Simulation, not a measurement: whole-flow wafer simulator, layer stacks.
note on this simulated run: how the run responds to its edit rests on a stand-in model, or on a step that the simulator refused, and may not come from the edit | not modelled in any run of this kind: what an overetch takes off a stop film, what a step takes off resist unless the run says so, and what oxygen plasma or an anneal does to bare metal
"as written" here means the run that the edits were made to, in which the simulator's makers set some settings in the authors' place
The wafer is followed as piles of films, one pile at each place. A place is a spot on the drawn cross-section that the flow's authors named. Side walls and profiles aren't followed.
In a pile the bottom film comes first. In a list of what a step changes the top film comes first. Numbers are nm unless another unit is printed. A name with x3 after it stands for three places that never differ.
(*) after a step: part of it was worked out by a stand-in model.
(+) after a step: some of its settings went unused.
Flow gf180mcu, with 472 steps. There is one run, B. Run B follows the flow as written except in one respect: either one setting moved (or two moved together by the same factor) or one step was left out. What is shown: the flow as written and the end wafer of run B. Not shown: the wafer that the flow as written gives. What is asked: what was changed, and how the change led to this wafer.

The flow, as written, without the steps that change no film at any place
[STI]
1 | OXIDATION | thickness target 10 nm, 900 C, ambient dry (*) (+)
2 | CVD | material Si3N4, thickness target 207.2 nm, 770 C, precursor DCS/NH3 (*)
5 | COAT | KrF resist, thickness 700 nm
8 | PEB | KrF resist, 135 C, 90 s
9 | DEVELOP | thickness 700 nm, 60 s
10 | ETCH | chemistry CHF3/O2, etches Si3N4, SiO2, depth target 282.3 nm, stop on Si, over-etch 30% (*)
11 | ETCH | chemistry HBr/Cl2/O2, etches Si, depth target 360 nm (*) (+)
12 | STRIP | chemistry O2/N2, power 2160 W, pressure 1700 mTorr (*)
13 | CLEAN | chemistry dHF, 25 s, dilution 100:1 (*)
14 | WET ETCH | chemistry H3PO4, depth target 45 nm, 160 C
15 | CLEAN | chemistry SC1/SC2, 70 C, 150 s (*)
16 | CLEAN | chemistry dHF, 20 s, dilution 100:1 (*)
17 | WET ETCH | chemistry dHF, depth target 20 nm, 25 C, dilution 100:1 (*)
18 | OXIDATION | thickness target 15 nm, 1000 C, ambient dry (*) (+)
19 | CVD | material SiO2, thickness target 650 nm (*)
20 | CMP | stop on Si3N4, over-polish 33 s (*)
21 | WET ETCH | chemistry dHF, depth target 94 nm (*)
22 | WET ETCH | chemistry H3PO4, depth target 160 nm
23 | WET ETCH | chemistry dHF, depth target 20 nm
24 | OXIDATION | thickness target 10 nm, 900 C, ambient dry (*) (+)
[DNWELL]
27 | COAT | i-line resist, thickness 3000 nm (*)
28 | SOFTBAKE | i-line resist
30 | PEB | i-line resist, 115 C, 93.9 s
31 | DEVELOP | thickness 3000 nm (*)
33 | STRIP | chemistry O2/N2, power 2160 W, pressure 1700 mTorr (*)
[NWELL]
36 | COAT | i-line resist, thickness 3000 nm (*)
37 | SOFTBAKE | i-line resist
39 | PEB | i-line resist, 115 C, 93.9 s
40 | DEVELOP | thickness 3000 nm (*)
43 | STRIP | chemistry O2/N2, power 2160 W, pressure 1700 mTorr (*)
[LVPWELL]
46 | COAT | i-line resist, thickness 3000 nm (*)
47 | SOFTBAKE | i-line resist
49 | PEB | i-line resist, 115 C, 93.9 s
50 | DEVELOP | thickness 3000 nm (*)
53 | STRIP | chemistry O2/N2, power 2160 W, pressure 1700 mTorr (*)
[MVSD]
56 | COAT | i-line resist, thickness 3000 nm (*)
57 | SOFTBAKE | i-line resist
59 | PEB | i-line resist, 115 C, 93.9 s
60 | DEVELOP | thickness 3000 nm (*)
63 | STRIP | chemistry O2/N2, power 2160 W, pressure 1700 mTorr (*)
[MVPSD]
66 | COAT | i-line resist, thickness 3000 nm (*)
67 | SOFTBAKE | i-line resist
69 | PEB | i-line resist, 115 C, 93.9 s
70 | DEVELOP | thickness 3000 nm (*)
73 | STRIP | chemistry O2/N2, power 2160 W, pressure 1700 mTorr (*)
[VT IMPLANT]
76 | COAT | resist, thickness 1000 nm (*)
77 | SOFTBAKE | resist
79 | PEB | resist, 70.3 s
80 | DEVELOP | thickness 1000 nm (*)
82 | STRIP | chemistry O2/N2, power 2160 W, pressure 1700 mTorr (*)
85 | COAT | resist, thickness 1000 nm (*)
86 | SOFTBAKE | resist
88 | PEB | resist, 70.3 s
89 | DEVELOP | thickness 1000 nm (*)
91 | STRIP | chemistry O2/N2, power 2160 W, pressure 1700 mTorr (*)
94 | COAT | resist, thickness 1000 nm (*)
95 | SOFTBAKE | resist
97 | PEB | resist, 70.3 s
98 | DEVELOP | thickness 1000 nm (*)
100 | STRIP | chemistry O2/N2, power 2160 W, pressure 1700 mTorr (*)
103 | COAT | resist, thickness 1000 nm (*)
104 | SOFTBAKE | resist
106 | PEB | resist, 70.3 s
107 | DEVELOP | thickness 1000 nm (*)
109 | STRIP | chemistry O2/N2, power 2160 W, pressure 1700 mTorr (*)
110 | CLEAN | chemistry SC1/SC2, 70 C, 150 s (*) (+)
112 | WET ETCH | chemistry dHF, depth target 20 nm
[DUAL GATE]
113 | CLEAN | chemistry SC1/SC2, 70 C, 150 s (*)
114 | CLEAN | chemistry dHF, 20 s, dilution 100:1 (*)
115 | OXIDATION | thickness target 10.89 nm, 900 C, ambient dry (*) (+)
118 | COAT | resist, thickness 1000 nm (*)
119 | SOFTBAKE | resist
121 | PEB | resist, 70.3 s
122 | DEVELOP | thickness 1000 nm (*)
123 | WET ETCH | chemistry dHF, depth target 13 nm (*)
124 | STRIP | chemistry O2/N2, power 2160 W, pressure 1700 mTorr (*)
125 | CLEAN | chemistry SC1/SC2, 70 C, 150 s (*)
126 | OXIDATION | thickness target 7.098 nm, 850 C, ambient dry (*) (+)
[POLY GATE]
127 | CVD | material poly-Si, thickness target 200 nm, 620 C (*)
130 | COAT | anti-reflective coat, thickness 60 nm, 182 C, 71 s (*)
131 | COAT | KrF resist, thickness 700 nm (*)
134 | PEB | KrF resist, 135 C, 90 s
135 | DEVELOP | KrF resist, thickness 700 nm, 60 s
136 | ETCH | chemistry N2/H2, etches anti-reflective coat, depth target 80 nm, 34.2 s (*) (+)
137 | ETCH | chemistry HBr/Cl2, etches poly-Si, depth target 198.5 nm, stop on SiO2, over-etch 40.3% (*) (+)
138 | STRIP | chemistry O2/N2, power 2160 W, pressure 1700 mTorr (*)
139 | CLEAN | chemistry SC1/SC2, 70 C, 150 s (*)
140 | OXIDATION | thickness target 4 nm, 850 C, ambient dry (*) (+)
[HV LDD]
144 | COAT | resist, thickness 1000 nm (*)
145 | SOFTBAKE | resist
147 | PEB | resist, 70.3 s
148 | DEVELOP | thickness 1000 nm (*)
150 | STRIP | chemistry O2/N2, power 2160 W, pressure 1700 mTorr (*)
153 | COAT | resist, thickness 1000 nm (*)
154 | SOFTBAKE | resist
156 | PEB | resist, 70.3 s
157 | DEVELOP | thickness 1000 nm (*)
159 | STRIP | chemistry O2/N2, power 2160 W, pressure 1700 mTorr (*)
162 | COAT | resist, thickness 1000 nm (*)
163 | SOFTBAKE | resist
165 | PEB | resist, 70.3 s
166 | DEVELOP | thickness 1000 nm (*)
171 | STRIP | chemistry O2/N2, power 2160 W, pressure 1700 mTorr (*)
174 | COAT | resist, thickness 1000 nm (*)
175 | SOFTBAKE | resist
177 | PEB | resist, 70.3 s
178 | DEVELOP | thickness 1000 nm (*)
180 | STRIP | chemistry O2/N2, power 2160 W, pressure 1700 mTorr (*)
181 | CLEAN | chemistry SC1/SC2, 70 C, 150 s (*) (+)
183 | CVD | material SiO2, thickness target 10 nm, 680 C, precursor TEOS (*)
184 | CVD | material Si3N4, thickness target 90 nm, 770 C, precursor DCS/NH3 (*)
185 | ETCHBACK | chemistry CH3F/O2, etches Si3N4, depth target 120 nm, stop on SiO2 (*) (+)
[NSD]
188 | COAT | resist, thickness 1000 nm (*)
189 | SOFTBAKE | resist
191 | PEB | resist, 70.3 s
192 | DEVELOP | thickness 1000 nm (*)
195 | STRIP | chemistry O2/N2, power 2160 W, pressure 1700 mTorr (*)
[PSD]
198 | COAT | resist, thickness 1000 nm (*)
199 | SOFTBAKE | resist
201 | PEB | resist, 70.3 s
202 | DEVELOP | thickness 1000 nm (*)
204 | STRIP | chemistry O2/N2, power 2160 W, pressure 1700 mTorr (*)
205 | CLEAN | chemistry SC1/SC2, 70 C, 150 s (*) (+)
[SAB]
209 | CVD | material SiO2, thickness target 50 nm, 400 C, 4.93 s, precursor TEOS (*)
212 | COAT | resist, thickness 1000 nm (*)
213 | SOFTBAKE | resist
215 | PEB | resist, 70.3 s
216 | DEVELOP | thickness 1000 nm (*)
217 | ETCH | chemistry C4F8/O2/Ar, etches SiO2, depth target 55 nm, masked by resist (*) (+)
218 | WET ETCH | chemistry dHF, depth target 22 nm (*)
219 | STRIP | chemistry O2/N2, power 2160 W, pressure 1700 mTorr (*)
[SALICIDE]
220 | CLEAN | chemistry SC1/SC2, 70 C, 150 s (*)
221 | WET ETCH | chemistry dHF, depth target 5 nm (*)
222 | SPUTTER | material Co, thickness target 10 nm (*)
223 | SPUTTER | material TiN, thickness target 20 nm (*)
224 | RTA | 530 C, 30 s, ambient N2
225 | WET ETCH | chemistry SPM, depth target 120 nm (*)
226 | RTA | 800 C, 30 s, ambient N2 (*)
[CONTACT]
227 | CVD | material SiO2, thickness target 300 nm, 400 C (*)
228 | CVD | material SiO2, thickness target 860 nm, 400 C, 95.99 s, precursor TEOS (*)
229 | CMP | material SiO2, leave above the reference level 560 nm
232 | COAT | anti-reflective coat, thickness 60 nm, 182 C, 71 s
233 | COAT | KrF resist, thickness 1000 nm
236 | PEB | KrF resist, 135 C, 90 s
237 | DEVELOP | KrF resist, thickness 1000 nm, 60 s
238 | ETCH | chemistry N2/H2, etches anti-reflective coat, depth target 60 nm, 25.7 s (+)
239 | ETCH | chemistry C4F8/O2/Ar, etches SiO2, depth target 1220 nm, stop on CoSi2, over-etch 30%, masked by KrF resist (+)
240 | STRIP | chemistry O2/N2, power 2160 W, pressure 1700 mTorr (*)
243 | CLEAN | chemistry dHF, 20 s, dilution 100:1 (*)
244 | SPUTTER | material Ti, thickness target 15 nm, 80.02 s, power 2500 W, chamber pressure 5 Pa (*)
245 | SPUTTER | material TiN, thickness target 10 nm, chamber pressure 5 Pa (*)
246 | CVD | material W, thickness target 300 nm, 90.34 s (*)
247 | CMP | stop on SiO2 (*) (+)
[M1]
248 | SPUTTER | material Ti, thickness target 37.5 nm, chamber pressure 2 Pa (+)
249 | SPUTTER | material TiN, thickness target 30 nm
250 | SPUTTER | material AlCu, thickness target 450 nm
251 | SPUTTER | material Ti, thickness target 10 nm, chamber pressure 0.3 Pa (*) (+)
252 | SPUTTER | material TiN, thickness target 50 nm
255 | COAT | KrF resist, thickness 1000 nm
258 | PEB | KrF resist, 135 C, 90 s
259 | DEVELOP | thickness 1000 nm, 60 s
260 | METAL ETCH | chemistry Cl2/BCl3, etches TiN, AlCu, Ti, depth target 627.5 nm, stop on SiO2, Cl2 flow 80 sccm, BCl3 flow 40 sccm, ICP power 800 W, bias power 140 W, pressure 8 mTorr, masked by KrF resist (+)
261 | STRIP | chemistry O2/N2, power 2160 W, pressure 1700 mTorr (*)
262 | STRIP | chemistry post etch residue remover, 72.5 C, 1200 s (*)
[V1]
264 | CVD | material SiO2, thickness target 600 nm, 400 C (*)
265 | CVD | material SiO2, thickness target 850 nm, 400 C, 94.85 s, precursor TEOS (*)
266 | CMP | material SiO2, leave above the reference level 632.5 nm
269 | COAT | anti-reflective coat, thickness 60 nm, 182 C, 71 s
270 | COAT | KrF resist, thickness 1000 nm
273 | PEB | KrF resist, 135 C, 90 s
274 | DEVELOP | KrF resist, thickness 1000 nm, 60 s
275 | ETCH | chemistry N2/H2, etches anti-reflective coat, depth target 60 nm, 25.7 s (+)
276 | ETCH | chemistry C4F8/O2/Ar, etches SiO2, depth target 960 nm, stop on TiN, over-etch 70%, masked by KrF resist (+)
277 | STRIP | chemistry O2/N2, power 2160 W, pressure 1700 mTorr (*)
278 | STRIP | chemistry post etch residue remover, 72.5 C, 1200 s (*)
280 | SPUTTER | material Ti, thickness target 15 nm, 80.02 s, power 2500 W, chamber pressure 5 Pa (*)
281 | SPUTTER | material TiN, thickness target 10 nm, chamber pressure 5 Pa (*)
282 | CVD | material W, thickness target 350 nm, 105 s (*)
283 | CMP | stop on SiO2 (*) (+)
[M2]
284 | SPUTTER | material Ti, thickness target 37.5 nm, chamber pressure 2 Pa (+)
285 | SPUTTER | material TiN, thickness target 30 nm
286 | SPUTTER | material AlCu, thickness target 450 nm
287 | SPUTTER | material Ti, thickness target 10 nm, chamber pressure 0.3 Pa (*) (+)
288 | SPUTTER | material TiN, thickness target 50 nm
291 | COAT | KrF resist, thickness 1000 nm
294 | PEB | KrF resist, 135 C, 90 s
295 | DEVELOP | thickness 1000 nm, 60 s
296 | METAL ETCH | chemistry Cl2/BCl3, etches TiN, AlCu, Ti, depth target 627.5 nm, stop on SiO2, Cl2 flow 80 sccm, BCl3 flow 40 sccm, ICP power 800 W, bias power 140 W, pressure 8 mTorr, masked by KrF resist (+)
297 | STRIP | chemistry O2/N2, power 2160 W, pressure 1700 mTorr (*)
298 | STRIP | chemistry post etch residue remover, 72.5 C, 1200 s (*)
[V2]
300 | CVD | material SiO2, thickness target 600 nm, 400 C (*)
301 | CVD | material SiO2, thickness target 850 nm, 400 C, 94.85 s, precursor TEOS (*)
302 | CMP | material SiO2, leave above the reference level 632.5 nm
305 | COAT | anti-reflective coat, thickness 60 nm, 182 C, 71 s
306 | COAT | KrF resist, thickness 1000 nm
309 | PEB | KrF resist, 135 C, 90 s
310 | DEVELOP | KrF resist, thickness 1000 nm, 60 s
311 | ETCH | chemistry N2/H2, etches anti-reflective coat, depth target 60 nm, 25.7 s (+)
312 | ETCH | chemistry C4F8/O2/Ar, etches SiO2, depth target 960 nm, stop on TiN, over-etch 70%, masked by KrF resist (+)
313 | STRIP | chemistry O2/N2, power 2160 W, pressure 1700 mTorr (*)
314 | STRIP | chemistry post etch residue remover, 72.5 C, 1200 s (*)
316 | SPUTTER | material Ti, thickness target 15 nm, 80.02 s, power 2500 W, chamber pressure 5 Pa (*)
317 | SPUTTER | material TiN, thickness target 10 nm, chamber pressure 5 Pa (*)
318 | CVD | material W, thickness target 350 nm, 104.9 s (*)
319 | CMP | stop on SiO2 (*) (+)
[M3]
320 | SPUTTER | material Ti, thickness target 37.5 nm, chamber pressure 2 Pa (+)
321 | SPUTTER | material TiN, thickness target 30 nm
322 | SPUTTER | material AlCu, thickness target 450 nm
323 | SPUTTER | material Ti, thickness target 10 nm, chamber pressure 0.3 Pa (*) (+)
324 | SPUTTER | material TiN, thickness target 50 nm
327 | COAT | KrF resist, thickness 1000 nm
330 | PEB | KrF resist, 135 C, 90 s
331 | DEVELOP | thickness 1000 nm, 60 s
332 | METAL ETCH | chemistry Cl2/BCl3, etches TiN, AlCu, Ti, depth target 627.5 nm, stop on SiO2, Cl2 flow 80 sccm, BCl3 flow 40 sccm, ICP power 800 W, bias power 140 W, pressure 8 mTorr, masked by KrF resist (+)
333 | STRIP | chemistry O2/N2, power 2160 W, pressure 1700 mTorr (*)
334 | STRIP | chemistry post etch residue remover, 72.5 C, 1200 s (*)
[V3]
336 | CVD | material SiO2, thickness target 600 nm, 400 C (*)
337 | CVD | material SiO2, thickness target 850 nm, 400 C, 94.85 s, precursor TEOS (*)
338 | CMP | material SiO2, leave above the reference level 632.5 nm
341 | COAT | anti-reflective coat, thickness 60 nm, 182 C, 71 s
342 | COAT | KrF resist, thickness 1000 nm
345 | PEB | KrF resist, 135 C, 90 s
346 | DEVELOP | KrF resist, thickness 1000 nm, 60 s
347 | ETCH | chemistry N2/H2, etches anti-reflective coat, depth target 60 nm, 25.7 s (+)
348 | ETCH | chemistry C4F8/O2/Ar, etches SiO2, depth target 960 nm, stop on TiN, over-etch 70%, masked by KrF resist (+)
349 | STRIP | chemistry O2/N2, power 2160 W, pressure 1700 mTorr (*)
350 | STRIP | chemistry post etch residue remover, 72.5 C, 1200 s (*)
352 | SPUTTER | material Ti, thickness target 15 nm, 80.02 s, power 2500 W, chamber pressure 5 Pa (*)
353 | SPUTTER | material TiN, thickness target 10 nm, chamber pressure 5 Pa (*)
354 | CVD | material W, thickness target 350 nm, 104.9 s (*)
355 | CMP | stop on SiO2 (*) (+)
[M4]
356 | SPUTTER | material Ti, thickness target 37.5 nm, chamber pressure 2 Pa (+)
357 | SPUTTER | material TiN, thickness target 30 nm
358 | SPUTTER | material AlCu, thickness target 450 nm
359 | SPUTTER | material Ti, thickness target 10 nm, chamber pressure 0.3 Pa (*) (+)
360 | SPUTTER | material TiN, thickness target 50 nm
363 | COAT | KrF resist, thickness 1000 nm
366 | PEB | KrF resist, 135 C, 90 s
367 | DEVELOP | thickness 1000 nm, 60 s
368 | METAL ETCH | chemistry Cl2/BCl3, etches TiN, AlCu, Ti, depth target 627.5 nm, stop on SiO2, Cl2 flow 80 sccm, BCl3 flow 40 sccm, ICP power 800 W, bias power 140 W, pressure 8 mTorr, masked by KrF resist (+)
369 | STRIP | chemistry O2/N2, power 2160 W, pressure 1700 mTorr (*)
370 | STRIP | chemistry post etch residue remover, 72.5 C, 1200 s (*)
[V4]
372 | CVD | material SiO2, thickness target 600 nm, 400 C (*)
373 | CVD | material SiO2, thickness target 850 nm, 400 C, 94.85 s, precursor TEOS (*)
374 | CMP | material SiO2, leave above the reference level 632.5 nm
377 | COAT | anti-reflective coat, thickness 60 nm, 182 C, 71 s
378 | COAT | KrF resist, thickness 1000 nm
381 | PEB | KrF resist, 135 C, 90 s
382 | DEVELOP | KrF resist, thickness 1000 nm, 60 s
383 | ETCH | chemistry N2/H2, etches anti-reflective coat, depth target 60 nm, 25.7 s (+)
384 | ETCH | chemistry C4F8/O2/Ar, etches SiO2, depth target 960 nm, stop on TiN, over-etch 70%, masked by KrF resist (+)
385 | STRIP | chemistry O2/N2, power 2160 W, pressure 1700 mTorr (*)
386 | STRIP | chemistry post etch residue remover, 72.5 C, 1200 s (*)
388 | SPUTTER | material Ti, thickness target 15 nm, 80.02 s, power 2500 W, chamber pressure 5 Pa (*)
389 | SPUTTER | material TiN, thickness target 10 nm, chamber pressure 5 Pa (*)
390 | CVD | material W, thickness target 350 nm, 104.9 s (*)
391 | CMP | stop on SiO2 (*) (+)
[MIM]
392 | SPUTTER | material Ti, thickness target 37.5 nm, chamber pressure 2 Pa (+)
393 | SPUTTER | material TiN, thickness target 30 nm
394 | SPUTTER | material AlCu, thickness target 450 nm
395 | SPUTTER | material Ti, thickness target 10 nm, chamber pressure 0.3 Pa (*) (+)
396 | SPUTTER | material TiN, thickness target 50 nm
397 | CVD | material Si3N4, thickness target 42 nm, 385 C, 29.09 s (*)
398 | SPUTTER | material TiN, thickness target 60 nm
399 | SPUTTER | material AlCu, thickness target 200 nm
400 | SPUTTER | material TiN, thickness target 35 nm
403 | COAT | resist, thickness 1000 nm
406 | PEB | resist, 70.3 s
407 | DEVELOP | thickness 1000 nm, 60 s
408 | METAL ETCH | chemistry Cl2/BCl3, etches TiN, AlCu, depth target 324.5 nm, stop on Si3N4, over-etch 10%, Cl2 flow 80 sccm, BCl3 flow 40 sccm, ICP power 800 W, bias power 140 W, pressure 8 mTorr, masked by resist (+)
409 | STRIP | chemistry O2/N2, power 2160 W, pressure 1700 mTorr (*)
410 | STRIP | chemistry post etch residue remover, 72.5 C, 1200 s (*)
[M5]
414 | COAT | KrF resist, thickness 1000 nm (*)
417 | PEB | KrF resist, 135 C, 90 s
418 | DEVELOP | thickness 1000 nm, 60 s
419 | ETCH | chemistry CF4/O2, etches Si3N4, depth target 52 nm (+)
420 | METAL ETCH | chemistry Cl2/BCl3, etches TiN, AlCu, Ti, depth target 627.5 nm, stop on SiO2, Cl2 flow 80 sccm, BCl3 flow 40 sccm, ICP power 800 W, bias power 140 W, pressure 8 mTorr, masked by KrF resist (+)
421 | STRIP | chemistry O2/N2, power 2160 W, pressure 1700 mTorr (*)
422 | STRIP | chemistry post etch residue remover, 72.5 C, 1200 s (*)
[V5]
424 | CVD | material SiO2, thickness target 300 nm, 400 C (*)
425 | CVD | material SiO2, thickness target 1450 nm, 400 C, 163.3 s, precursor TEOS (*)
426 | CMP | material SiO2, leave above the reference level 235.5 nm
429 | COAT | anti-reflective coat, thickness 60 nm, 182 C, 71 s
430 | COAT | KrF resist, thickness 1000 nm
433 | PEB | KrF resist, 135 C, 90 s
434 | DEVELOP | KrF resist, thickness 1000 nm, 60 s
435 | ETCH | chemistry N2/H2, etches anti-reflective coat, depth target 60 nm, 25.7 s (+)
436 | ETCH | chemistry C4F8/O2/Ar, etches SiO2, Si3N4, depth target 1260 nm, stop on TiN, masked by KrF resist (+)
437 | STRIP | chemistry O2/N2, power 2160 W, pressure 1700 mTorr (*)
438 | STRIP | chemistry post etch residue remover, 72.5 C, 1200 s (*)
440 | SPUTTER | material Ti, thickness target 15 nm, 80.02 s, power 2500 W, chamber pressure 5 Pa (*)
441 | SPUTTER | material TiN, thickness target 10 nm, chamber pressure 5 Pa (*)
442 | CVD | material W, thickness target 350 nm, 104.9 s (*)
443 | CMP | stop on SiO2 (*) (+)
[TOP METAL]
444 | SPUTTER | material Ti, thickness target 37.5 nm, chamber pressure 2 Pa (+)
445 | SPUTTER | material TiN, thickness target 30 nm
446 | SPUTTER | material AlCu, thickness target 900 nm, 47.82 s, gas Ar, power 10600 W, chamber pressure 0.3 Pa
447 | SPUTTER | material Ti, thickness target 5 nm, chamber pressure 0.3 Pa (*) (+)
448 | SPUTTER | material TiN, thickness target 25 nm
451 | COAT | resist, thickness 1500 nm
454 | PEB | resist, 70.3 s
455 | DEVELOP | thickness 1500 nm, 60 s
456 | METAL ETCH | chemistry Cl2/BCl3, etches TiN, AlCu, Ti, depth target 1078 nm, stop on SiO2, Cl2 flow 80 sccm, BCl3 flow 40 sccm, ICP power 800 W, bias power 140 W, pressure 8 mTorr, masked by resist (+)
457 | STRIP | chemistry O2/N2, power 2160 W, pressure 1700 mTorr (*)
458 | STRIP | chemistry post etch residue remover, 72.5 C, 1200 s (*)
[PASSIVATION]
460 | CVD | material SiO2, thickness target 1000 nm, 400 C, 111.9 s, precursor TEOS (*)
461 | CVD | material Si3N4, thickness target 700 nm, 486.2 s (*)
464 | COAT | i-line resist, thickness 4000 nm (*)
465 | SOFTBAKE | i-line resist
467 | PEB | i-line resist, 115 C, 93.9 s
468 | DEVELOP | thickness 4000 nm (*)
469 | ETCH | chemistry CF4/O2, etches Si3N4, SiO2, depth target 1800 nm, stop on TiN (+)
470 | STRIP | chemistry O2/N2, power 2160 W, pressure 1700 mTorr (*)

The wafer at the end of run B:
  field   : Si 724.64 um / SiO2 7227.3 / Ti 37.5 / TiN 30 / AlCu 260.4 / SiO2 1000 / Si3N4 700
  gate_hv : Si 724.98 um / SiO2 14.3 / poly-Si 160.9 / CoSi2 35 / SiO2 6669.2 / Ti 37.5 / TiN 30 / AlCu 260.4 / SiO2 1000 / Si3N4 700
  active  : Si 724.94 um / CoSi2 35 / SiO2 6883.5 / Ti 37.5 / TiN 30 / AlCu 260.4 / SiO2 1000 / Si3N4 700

Cause: step 446, SPUTTER: 69.34 s was run, though the flow has 47.82 s.

The path from the change to this, step by step:
  446 | SPUTTER | material AlCu, thickness target 900 nm, 47.82 s, gas Ar, power 10600 W, chamber pressure 0.3 Pa
      field, field__w1, field__w2 and 109 more: AlCu gains 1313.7 (new film) (as written it would have been: AlCu gains 900 (new film))
  456 | METAL ETCH | chemistry Cl2/BCl3, etches TiN, AlCu, Ti, depth target 1078 nm, stop on SiO2, Cl2 flow 80 sccm, BCl3 flow 40 sccm, ICP power 800 W, bias power 140 W, pressure 8 mTorr, masked by resist (+)
      field, field__w1, field__w2 and 103 more: TiN loses 25 (all of it), Ti loses 5 (all of it), AlCu loses 1047.5 (as written it would have been: TiN loses 25 (all of it), Ti loses 5 (all of it), AlCu loses 900 (all of it), TiN loses 30 (all of it), Ti loses 37.5 (all of it))
  458 | STRIP | chemistry post etch residue remover, 72.5 C, 1200 s (*)
      field, field__w1, field__w2 and 103 more: AlCu loses 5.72 (as written it would have been: nothing)
  460 | CVD | material SiO2, thickness target 1000 nm, 400 C, 111.9 s, precursor TEOS (*)
      field, field__w1, field__w2 and 103 more: SiO2 gains 1000 (new film) (as written it would have been: SiO2 gains 1000)
  464 | COAT | i-line resist, thickness 4000 nm (*)
      field__w8: i-line resist gains 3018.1 (new film) (as written it would have been: i-line resist gains 3093.1 (new film))
      contact: i-line resist gains 3059.2 (new film) (as written it would have been: i-line resist gains 3153.6 (new film))
      (as well as at 4 more places)
  465 | SOFTBAKE | i-line resist
      ld_acc_p, ld_fp_p, ld_drift_p: i-line resist gains 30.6 (as written it would have been: i-line resist gains 33.8)
      field__w1: i-line resist loses 16 (as written it would have been: i-line resist loses 14.6)
      (as well as at 56 more places)
  467 | PEB | i-line resist, 115 C, 93.9 s
      field__w8, m1__w1: i-line resist loses 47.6 (as written it would have been: i-line resist loses 49.2)
      contact, m1: i-line resist loses 47.9 (as written it would have been: i-line resist loses 49.6)
      (as well as at 2 more places)
  468 | DEVELOP | thickness 4000 nm (*)
      pad: i-line resist loses 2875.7 (all of it) (as written it would have been: i-line resist loses 2960.4 (all of it))
  470 | STRIP | chemistry O2/N2, power 2160 W, pressure 1700 mTorr (*)
      field__w8: i-line resist loses 1694 (all of it) (as written it would have been: i-line resist loses 1775.9 (all of it))
      contact: i-line resist loses 1709.2 (all of it) (as written it would have been: i-line resist loses 1798.3 (all of it))
      (as well as at 3 more places)
If metal films that touch count as one body, field has 1 body; the flow as written gives 0 bodies.
If metal films that touch count as one body, gate_hv has 2 bodies (between them, from the top down: SiO2 6669.2); the flow as written gives 1 body.
If metal films that touch count as one body, active has 2 bodies (between them, from the top down: SiO2 6883.5); the flow as written gives 1 body.
